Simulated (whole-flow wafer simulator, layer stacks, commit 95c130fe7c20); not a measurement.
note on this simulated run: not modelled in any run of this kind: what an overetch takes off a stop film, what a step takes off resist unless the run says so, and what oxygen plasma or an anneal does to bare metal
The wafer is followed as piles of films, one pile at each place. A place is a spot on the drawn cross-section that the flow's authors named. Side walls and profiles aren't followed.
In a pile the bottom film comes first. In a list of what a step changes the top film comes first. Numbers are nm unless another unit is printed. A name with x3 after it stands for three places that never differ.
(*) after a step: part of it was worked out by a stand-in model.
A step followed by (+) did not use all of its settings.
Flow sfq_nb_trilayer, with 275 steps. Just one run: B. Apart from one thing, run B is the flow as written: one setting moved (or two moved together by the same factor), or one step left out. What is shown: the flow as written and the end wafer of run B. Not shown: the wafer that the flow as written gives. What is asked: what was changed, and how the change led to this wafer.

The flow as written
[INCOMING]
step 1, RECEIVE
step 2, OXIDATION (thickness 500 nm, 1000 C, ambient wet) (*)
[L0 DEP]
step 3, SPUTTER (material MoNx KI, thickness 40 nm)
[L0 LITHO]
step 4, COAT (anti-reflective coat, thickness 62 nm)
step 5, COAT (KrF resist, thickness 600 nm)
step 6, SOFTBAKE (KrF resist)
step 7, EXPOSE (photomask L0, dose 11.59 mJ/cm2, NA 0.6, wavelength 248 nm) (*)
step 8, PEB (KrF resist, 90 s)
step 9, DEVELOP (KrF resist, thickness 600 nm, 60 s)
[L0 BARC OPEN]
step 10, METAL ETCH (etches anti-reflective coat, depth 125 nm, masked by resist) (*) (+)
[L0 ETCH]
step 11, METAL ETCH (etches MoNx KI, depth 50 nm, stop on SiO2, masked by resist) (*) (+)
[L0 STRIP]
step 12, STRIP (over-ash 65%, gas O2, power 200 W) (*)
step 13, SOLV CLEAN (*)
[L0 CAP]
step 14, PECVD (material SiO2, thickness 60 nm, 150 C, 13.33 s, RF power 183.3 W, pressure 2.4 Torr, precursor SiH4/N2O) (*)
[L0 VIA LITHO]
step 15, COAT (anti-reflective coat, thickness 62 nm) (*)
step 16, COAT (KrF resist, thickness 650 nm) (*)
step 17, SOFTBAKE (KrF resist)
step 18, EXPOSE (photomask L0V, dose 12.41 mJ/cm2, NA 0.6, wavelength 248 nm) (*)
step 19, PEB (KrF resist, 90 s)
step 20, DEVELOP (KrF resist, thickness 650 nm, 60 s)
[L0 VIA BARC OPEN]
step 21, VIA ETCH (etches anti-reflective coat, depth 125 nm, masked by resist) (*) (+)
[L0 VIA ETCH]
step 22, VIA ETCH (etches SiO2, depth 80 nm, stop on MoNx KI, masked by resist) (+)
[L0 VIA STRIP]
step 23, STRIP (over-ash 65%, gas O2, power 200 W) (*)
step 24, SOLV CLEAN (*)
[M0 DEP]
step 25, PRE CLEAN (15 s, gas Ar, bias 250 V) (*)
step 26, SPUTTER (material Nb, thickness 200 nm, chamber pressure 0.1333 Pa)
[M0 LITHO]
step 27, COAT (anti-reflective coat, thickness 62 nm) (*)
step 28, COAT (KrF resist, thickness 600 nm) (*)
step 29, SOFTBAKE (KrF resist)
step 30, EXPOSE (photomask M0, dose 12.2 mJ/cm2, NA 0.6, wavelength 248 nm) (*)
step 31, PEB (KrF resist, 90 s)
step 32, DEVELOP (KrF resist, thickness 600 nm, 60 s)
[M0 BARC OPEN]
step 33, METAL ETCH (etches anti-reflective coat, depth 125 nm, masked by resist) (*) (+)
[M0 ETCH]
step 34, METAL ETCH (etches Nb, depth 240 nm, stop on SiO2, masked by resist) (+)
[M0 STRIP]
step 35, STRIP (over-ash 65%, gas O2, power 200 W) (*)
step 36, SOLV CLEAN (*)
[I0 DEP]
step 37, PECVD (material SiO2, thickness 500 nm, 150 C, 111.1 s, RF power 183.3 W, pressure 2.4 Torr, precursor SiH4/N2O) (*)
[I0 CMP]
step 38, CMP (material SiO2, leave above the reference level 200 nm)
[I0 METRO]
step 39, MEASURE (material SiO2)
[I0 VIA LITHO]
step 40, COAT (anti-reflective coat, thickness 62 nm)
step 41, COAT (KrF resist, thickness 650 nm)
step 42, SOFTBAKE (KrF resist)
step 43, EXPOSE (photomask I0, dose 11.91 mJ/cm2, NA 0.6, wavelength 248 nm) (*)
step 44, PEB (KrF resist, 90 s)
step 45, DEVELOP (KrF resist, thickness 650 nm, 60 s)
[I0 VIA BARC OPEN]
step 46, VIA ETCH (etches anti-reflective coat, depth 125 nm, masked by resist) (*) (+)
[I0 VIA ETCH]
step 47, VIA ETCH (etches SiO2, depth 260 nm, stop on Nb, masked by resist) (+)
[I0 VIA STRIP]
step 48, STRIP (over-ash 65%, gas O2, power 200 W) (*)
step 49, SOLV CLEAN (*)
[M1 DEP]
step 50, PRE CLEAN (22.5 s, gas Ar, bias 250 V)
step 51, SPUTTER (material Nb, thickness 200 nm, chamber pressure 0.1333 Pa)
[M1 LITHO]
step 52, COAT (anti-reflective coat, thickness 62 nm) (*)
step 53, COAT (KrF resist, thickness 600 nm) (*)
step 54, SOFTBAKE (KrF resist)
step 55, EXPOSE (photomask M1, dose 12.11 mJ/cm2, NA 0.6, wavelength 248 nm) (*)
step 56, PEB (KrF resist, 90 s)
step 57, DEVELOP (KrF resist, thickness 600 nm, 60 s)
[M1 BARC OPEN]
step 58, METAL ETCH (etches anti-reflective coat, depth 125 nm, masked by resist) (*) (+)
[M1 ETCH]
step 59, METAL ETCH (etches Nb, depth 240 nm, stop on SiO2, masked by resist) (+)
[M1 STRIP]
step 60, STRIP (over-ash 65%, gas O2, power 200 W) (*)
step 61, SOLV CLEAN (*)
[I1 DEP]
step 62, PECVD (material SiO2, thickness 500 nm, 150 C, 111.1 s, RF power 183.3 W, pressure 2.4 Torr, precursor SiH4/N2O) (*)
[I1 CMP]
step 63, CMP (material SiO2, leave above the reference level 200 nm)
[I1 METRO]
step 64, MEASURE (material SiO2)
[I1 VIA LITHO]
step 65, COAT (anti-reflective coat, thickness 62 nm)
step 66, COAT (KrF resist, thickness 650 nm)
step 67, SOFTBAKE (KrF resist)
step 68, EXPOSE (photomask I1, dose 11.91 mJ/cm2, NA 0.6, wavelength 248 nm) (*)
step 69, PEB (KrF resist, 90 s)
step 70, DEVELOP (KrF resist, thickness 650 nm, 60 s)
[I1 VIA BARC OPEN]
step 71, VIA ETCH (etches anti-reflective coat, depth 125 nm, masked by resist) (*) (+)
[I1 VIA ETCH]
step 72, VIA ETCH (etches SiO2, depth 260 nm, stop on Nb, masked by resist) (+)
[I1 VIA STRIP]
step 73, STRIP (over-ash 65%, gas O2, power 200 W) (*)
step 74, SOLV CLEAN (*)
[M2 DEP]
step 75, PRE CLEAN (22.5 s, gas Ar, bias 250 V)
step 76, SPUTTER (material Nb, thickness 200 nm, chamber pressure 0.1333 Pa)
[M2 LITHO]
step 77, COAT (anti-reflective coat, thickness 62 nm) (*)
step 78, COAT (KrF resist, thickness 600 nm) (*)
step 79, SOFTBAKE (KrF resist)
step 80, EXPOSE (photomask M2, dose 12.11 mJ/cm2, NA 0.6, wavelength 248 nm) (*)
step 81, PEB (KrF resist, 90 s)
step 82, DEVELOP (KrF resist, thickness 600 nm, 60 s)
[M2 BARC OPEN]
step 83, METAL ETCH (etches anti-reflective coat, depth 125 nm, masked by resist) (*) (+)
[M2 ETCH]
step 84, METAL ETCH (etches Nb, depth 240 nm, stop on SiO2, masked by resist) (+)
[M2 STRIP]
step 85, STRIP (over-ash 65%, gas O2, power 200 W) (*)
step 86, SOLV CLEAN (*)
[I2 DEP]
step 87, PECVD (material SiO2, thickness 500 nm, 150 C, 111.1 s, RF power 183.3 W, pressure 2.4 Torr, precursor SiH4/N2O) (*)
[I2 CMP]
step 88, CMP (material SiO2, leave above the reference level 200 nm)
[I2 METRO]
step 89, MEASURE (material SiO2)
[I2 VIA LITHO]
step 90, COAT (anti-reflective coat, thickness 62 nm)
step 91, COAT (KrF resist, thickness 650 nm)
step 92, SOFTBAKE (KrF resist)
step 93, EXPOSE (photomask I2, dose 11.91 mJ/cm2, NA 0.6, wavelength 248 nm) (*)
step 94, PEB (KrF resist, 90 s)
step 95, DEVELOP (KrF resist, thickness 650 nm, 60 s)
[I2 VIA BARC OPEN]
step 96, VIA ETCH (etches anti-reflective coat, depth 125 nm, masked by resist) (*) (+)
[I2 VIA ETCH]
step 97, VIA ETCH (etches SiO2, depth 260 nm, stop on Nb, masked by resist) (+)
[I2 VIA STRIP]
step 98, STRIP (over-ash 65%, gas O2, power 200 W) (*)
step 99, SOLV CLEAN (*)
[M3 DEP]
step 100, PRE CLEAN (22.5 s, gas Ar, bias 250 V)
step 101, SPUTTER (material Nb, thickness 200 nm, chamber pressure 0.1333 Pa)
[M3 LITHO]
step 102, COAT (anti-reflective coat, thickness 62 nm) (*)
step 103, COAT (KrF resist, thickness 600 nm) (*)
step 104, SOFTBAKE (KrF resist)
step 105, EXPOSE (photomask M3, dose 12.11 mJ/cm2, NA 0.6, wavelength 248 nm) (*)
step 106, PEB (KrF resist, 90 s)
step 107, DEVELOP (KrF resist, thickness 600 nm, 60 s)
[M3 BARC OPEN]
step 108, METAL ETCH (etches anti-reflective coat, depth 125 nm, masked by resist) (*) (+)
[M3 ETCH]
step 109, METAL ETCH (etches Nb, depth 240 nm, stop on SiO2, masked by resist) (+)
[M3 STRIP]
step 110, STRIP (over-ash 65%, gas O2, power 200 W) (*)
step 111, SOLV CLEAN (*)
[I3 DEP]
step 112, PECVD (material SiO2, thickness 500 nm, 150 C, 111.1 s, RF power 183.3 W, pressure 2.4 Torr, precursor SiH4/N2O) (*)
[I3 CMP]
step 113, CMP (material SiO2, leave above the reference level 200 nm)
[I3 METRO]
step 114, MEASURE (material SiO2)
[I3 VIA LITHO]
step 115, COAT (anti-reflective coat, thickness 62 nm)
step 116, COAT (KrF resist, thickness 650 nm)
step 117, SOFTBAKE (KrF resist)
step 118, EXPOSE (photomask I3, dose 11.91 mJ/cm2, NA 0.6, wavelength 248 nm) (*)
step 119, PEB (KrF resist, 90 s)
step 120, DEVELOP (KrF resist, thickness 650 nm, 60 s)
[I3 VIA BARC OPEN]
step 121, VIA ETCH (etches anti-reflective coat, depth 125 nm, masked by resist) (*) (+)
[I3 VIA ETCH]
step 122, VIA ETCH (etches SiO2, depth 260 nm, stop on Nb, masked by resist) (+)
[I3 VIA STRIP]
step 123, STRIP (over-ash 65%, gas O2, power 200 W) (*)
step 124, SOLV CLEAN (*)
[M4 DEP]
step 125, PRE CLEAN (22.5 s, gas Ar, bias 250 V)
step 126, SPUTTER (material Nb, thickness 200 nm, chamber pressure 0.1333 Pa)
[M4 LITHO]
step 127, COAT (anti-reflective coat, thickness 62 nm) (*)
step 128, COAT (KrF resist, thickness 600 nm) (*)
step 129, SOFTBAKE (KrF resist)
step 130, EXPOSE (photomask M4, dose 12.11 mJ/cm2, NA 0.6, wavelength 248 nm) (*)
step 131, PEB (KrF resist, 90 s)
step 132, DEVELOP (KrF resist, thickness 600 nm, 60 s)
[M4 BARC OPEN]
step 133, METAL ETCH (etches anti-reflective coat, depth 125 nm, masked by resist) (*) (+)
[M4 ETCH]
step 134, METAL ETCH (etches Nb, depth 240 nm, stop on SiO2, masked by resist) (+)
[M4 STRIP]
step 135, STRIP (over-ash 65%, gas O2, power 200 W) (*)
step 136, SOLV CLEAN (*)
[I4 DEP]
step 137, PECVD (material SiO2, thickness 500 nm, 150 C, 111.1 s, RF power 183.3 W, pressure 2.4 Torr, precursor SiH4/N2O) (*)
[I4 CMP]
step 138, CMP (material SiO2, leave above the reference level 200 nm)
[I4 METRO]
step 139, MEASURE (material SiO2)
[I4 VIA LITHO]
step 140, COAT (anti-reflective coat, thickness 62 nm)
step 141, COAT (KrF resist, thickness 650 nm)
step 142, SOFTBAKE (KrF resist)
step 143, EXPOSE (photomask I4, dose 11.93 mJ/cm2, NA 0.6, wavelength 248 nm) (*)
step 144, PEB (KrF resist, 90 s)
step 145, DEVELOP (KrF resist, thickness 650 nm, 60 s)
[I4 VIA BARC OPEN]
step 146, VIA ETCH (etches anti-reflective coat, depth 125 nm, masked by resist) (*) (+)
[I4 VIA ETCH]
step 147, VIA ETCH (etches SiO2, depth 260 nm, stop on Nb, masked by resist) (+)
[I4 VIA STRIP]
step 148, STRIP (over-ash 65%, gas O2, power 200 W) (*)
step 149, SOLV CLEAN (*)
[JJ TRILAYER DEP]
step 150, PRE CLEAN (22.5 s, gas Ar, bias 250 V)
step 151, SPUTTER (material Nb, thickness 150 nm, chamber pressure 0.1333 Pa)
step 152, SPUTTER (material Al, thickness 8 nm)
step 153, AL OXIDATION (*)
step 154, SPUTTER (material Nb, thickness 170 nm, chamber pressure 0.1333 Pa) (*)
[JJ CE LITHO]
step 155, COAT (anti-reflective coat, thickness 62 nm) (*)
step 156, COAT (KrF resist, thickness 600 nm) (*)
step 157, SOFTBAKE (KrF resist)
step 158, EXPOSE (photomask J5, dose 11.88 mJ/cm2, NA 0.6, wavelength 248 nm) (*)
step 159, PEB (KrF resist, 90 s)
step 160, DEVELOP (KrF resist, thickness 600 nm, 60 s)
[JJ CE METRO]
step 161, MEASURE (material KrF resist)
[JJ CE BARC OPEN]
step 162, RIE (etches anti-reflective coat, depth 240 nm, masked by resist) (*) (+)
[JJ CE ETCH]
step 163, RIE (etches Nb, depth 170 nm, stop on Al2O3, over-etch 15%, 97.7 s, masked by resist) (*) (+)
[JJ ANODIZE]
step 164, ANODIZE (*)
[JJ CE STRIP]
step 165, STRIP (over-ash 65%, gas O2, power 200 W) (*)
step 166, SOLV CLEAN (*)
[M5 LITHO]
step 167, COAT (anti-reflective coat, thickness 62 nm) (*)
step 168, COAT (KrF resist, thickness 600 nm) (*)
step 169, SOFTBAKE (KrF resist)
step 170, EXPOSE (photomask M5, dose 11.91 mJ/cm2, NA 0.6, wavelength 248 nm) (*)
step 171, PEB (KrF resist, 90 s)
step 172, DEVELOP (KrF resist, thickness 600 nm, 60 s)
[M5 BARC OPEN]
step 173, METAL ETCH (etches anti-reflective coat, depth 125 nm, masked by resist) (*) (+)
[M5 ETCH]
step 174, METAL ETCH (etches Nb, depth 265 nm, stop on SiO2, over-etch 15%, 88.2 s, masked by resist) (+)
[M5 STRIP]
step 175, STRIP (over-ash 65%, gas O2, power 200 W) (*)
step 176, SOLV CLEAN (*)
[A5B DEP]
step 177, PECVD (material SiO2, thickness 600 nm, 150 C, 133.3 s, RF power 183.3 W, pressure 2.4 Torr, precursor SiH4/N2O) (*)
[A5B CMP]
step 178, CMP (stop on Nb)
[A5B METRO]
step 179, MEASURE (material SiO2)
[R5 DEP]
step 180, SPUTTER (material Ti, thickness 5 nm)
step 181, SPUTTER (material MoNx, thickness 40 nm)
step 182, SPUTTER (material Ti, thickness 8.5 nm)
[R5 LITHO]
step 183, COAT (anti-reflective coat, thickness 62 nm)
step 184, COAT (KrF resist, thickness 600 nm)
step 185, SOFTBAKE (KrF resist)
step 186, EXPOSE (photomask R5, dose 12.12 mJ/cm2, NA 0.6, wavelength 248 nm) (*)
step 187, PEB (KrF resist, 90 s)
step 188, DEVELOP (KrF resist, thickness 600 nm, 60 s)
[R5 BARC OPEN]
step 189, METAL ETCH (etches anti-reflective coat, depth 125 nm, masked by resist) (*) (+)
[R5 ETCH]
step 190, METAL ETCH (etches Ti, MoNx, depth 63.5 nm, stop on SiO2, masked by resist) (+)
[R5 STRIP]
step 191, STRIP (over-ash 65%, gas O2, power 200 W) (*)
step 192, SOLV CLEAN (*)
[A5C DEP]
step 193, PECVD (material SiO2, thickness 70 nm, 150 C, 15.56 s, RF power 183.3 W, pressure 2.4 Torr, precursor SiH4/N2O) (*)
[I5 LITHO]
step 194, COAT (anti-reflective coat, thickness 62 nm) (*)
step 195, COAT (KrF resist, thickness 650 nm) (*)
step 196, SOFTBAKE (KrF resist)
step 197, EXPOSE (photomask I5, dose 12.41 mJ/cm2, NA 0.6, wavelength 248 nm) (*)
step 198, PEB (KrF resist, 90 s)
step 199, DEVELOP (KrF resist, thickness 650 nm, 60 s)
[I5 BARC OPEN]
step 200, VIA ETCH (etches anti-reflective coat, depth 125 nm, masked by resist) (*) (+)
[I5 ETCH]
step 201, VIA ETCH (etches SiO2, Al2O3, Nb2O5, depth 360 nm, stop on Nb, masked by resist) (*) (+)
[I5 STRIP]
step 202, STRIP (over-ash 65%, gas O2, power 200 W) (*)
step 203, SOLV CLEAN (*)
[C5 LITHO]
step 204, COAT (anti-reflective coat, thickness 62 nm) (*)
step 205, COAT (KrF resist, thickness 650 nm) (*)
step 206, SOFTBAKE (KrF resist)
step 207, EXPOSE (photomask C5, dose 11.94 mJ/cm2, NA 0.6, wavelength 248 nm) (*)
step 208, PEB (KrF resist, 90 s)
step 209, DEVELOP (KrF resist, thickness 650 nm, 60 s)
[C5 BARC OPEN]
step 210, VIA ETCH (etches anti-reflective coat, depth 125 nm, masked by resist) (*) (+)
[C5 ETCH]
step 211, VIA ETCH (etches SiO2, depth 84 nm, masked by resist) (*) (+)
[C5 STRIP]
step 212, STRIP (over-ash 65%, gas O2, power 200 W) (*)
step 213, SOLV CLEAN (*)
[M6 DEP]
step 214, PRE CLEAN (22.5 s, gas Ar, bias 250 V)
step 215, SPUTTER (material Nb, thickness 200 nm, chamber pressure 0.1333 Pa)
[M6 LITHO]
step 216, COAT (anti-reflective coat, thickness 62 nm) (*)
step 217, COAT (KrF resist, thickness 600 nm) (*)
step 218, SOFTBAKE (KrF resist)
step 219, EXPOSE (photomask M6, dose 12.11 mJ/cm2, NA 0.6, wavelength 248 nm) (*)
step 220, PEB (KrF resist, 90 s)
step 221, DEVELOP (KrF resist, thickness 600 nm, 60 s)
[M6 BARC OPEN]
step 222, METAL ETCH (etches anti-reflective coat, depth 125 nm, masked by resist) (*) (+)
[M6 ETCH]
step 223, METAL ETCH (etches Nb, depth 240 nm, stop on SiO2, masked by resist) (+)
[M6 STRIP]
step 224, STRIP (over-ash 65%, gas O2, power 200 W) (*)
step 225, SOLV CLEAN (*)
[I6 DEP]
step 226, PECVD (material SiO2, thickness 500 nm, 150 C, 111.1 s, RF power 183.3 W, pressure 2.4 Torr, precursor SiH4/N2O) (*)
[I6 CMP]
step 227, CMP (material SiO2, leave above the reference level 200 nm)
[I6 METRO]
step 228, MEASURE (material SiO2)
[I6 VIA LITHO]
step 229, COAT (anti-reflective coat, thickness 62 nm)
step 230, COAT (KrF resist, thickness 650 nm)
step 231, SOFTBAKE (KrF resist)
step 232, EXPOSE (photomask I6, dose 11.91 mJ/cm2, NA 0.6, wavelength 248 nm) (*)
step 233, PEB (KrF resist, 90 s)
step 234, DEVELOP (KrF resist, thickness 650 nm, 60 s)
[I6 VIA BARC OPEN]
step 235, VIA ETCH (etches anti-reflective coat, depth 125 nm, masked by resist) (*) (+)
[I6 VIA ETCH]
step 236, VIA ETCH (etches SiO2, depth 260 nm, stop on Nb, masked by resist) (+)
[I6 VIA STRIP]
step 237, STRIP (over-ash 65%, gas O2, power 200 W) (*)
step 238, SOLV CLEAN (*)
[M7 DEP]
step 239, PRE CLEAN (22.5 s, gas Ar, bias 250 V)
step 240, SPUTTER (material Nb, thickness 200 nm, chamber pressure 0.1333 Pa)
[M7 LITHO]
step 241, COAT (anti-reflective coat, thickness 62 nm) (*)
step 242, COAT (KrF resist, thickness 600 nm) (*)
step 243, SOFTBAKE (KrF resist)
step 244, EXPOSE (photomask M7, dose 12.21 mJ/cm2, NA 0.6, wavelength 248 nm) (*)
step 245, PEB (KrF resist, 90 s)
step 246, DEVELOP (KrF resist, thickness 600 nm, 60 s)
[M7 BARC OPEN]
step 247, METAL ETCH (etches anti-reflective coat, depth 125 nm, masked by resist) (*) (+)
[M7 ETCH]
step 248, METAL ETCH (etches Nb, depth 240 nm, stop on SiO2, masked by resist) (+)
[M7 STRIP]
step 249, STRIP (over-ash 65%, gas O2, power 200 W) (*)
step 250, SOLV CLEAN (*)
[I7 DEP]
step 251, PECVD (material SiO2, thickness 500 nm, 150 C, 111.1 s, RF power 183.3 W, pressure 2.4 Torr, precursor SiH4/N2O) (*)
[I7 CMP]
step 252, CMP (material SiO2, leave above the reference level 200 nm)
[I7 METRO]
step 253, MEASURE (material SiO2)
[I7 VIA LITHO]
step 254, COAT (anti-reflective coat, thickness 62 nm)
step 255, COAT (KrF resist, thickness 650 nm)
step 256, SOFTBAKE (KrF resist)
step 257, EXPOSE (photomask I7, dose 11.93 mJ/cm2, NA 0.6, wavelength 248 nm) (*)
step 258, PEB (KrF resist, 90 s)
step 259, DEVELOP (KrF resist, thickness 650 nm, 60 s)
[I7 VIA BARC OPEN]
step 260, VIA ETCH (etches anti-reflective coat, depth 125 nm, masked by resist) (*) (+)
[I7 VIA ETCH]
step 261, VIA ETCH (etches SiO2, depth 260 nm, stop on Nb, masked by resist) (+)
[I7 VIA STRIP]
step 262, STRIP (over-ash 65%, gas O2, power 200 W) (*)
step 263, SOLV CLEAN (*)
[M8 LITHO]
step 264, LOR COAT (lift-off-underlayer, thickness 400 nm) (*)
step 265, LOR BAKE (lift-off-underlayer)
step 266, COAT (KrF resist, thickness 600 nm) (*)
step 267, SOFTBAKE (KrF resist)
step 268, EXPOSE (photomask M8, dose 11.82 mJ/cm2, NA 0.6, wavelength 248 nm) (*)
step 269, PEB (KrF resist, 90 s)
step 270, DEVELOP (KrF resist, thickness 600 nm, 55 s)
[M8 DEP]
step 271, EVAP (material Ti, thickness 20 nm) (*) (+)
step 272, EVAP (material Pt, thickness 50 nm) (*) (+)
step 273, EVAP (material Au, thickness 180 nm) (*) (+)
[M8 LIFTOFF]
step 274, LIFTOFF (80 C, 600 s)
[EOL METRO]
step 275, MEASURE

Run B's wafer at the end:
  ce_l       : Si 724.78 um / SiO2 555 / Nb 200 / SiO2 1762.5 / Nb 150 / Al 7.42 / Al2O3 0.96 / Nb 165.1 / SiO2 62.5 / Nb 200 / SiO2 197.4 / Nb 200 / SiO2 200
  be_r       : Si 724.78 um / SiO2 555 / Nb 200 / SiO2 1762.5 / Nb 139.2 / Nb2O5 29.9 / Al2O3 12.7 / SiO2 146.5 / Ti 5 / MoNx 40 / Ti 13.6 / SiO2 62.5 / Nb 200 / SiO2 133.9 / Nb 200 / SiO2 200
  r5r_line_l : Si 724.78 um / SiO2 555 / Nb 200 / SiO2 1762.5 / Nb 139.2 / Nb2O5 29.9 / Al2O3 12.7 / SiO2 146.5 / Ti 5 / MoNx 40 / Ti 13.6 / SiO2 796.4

What caused this: step 182, SPUTTER: thickness 13.6 nm was run, whereas the flow has thickness 8.5 nm.
One can read it off the wafer: be_r has Ti 13.6, and step 182 as written asks for 8.5 nm.

How this came from the change, step by step:
  step 182, SPUTTER (material Ti, thickness 8.5 nm)
      field_l, v_sur, via_wl and 103 more: +13.6 Ti (new film) (as written it would have been: +8.5 Ti (new film))
  step 190, METAL ETCH (etches Ti, MoNx, depth 63.5 nm, stop on SiO2, masked by resist) (+)
      field_l, v_sur, via_wl and 92 more: -13.6 Ti (all of it), -40 MoNx (all of it), -5 Ti (all of it) (as written it would have been: -8.5 Ti (all of it), -40 MoNx (all of it), -5 Ti (all of it))
      ce_l, c5j, ce_r, wl_jj: -13.6 Ti (all of it), -40 MoNx (all of it), -5 Ti (all of it), -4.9 Nb (as written it would have been: -8.5 Ti (all of it), -40 MoNx (all of it), -5 Ti (all of it), -10 Nb)
  step 194, COAT (anti-reflective coat, thickness 62 nm) (*)
      r5r_spacepad_l, r5r_spacepad_r: +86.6 anti-reflective coat (new film) (as written it would have been: +84.4 anti-reflective coat (new film))
      ce_l: +64.9 anti-reflective coat (new film) (as written it would have been: +67.2 anti-reflective coat (new film))
      (and at 4 other places as well)
  step 202, STRIP (over-ash 65%, gas O2, power 200 W) (*)
      r5r_spacepad_l, r5r_spacepad_r: -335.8 KrF resist (all of it), -86.6 anti-reflective coat (all of it) (as written it would have been: -335.6 KrF resist (all of it), -84.4 anti-reflective coat (all of it))
      ce_l: -340.1 KrF resist (all of it), -64.9 anti-reflective coat (all of it) (as written it would have been: -341.5 KrF resist (all of it), -67.2 anti-reflective coat (all of it))
      (and at 4 other places as well)
  step 204, COAT (anti-reflective coat, thickness 62 nm) (*)
      r5r_spacepad_l, r5r_spacepad_r: +86.6 anti-reflective coat (new film) (as written it would have been: +84.4 anti-reflective coat (new film))
      ce_l: +63.8 anti-reflective coat (new film) (as written it would have been: +66 anti-reflective coat (new film))
      (and at 4 other places as well)
  step 210, VIA ETCH (etches anti-reflective coat, depth 125 nm, masked by resist) (*) (+)
      c5j: -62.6 anti-reflective coat (all of it), -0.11 SiO2 (as written it would have been: -63.9 anti-reflective coat (all of it), -0.11 SiO2)
  step 212, STRIP (over-ash 65%, gas O2, power 200 W) (*)
      r5r_spacepad_l, r5r_spacepad_r: -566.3 KrF resist (all of it), -86.6 anti-reflective coat (all of it) (as written it would have been: -565.8 KrF resist (all of it), -84.4 anti-reflective coat (all of it))
      ce_l: -566.4 KrF resist (all of it), -63.8 anti-reflective coat (all of it) (as written it would have been: -567.4 KrF resist (all of it), -66 anti-reflective coat (all of it))
      (and at 3 other places as well)
  step 216, COAT (anti-reflective coat, thickness 62 nm) (*)
      r5r_spacepad_l, r5r_spacepad_r: +88.2 anti-reflective coat (new film) (as written it would have been: +85.7 anti-reflective coat (new film))
      jj_sur: +57.5 anti-reflective coat (new film) (as written it would have been: +56.1 anti-reflective coat (new film))
      (and at 4 other places as well)
  step 222, METAL ETCH (etches anti-reflective coat, depth 125 nm, masked by resist) (*) (+)
      r5r_spacepad_l, r5r_spacepad_r: -88.2 anti-reflective coat (all of it) (as written it would have been: -85.7 anti-reflective coat (all of it))
  step 224, STRIP (over-ash 65%, gas O2, power 200 W) (*)
      jj_sur: -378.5 KrF resist (all of it), -57.5 anti-reflective coat (all of it) (as written it would have been: -378.5 KrF resist (all of it), -56.1 anti-reflective coat (all of it))
      ce_l: -395.2 KrF resist (all of it), -46.5 anti-reflective coat (all of it) (as written it would have been: -397.1 KrF resist (all of it), -48 anti-reflective coat (all of it))
      (and at 3 other places as well)
  step 227, CMP (material SiO2, leave above the reference level 200 nm)
      r5r_line_l, r5r_spacepad_l, r5r_spacepad_r, r5r_line_c, r5r_line_r: -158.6 SiO2 (as written it would have been: -153.5 SiO2)
      c5j: -228.1 SiO2 (as written it would have been: -223 SiO2)
